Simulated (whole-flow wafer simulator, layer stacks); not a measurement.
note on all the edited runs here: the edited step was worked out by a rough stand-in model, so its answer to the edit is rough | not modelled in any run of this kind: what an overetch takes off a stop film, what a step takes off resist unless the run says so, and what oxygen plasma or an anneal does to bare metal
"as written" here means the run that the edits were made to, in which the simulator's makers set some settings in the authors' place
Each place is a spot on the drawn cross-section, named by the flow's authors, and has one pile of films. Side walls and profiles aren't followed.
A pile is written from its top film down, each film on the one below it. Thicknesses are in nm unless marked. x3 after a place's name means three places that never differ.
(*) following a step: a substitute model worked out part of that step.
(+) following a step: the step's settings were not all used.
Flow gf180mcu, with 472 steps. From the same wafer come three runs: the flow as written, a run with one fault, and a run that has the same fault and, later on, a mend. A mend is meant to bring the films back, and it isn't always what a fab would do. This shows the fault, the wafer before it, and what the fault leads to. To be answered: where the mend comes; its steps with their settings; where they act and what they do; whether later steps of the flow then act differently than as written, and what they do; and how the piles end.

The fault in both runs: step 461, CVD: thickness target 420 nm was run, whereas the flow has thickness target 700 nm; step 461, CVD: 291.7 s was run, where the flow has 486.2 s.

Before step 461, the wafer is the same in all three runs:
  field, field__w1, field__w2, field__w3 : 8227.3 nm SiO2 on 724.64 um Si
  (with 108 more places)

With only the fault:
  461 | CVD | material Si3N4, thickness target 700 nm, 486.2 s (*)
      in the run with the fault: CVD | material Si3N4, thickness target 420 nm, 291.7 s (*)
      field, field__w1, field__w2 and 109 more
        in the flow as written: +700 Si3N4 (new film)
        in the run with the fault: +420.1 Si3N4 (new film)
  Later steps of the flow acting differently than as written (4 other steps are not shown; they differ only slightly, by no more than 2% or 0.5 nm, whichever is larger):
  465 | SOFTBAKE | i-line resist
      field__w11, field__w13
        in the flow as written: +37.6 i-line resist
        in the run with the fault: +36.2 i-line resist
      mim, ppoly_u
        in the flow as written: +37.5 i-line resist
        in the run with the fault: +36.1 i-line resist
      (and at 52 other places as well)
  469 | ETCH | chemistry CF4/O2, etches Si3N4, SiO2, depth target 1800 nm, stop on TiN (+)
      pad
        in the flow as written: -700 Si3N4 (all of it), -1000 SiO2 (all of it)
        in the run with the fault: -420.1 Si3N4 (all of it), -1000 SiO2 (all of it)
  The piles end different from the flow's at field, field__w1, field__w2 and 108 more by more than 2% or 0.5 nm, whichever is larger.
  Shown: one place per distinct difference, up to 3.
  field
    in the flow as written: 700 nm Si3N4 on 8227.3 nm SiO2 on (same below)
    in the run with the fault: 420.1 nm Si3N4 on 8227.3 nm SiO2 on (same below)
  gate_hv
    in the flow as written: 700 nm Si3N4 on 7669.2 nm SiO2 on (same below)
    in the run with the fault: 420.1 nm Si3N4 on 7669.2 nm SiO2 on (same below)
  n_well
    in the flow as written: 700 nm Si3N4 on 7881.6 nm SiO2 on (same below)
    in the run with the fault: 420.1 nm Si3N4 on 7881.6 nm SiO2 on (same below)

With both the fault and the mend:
  The mend follows step 461.
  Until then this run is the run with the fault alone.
  461a | CVD | material Si3N4, thickness target 280 nm, 194.5 s (*) (the flow's step 461, run once more with other settings)
      field, field__w1, field__w2 and 109 more
        +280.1 Si3N4
  Later steps of the flow that are run all act as written at every place that is followed, up to a difference of at most 2% or 0.5 nm, whichever is larger.
  When the end is reached, the piles differ only a little from the flow's at the places that both follow, at most by 2% or 0.5 nm, whichever is larger.
